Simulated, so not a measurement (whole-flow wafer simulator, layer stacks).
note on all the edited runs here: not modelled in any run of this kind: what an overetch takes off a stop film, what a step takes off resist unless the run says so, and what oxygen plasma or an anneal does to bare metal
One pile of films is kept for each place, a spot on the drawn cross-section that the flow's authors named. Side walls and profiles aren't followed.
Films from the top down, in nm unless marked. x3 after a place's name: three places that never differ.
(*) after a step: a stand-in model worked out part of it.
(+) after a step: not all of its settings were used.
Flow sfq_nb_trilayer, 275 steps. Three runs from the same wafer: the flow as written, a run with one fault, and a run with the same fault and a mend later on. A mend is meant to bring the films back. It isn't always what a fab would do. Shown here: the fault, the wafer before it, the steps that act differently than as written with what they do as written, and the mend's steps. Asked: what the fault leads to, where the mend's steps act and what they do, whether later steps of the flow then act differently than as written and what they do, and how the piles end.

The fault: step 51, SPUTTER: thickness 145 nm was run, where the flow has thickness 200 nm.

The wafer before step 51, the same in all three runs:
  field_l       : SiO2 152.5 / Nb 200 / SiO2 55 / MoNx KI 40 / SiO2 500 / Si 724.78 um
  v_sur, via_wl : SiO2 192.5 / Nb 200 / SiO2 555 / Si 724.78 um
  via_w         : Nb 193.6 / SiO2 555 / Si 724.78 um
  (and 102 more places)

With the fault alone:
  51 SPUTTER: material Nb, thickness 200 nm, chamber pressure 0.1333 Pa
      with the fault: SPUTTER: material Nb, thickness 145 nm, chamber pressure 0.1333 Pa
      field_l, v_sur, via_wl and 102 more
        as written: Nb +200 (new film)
        with the fault: Nb +145 (new film)
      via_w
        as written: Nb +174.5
        with the fault: Nb +127.2
  Later steps of the flow that act differently than as written (3 more steps differ only slightly, by at most 2% or 0.5 nm, whichever is larger, and aren't shown):
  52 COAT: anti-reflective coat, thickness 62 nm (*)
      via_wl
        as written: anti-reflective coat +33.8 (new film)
        with the fault: anti-reflective coat +32.9 (new film)
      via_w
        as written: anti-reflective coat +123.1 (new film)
        with the fault: anti-reflective coat +120.6 (new film)
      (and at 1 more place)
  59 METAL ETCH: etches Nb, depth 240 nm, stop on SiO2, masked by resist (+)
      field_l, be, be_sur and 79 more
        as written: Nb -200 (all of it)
        with the fault: Nb -145 (all of it)
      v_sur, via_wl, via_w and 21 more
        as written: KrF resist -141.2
        with the fault: KrF resist -127.9
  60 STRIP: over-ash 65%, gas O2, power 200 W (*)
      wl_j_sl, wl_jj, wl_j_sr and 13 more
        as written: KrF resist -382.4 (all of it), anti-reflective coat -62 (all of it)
        with the fault: KrF resist -395.6 (all of it), anti-reflective coat -62 (all of it)
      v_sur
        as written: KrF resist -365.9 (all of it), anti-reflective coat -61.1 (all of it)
        with the fault: KrF resist -379.6 (all of it), anti-reflective coat -60.9 (all of it)
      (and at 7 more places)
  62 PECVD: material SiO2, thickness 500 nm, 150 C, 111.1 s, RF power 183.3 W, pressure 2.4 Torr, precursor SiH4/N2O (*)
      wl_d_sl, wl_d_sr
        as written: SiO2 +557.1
        with the fault: SiO2 +502.1
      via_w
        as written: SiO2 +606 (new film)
        with the fault: SiO2 +592.4 (new film)
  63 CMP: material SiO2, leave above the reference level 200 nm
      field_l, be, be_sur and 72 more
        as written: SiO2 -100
        with the fault: SiO2 -155
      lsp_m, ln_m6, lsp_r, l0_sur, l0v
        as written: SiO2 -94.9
        with the fault: SiO2 -155
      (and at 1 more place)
  At the end the piles differ from the flow's by more than 2% or 0.5 nm, whichever is larger, at v_sur, via_wl, via_w and 86 more.
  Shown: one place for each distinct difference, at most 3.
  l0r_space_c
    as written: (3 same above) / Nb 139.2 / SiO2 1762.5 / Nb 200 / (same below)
    with the fault: (3 same above) / Nb 139.2 / SiO2 1707.5 / Nb 200 / (same below)
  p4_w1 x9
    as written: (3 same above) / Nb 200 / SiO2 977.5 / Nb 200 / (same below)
    with the fault: (3 same above) / Nb 200 / SiO2 922.5 / Nb 200 / (same below)
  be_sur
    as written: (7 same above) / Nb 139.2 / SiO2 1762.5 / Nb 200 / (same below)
    with the fault: (7 same above) / Nb 139.2 / SiO2 1707.5 / Nb 200 / (same below)

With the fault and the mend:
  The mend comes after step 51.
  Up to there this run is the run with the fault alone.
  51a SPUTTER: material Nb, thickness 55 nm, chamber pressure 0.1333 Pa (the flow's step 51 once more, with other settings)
      field_l, v_sur, via_wl and 102 more
        Nb +55
      via_w
        Nb +43.6
  No later step of the flow acts differently than as written, at any place that is followed, by more than 2% or 0.5 nm, whichever is larger.
  At the end the piles differ from the flow's only slightly at the places that both follow, by at most 2% or 0.5 nm, whichever is larger.
